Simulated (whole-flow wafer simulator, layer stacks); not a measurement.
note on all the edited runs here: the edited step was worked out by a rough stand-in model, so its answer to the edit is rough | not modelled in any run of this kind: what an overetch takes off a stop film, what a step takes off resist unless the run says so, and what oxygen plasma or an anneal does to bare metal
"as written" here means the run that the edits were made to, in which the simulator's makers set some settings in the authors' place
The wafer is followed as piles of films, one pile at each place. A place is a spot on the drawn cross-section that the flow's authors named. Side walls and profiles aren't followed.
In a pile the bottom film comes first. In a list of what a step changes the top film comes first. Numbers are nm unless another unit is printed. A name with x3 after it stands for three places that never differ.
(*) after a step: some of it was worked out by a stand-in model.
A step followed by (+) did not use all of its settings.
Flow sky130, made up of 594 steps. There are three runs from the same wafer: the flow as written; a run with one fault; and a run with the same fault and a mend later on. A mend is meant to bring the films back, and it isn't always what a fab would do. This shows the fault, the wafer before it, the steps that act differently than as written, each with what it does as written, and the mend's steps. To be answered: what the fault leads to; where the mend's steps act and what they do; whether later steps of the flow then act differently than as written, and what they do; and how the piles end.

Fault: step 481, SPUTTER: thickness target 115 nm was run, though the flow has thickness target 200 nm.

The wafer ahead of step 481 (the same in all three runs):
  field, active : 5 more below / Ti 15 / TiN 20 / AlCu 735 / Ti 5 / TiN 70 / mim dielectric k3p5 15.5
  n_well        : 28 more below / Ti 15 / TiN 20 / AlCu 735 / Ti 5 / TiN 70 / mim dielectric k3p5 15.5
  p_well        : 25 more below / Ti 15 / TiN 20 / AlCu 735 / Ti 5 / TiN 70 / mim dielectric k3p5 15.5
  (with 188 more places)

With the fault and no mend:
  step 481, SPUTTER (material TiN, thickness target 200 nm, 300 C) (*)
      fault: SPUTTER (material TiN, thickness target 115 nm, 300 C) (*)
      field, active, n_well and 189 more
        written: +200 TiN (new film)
        fault: +115 TiN (new film)
  Steps later in the flow that act otherwise than as written (4 other steps are not shown; they differ only slightly, by no more than 2% or 0.5 nm, whichever is larger):
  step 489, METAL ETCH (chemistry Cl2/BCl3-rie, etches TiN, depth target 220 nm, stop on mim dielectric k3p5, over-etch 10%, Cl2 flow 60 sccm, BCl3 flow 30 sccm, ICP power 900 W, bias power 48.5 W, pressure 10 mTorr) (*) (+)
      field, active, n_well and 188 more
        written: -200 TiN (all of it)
        fault: -115 TiN (all of it)
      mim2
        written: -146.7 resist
        fault: -84.3 resist
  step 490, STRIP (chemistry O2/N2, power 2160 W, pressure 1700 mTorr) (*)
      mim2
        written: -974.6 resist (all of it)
        fault: -1036.9 resist (all of it)
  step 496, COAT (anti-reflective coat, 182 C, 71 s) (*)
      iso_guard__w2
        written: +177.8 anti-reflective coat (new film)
        fault: +123.5 anti-reflective coat (new film)
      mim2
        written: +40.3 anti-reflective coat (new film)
        fault: +30 anti-reflective coat (new film)
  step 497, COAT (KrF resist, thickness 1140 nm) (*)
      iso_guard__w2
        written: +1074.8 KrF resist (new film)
        fault: +1111.5 KrF resist (new film)
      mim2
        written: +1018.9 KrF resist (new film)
        fault: +1092.6 KrF resist (new film)
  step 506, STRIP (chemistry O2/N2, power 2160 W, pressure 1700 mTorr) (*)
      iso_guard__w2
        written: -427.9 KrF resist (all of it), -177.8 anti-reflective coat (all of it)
        fault: -464.5 KrF resist (all of it), -123.5 anti-reflective coat (all of it)
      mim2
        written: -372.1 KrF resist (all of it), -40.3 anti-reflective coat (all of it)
        fault: -445.6 KrF resist (all of it), -30 anti-reflective coat (all of it)
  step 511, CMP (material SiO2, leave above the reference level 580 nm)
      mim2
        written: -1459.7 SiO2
        fault: -1374.7 SiO2
  By the end, the piles at mim2 depart from the flow's by more than 2% or 0.5 nm, whichever is larger.
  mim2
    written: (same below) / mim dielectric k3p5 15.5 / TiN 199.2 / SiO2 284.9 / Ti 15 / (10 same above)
    fault: (same below) / mim dielectric k3p5 15.5 / TiN 114.2 / SiO2 369.9 / Ti 15 / (10 same above)

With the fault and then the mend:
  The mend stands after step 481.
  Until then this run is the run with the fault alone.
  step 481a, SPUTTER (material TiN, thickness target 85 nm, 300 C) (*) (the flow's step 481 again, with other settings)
      field, active, n_well and 189 more
        +85 TiN
  Every later step of the flow that is run acts as written at every place that is followed.
  At every place that both follow, the piles at the end match the flow's.
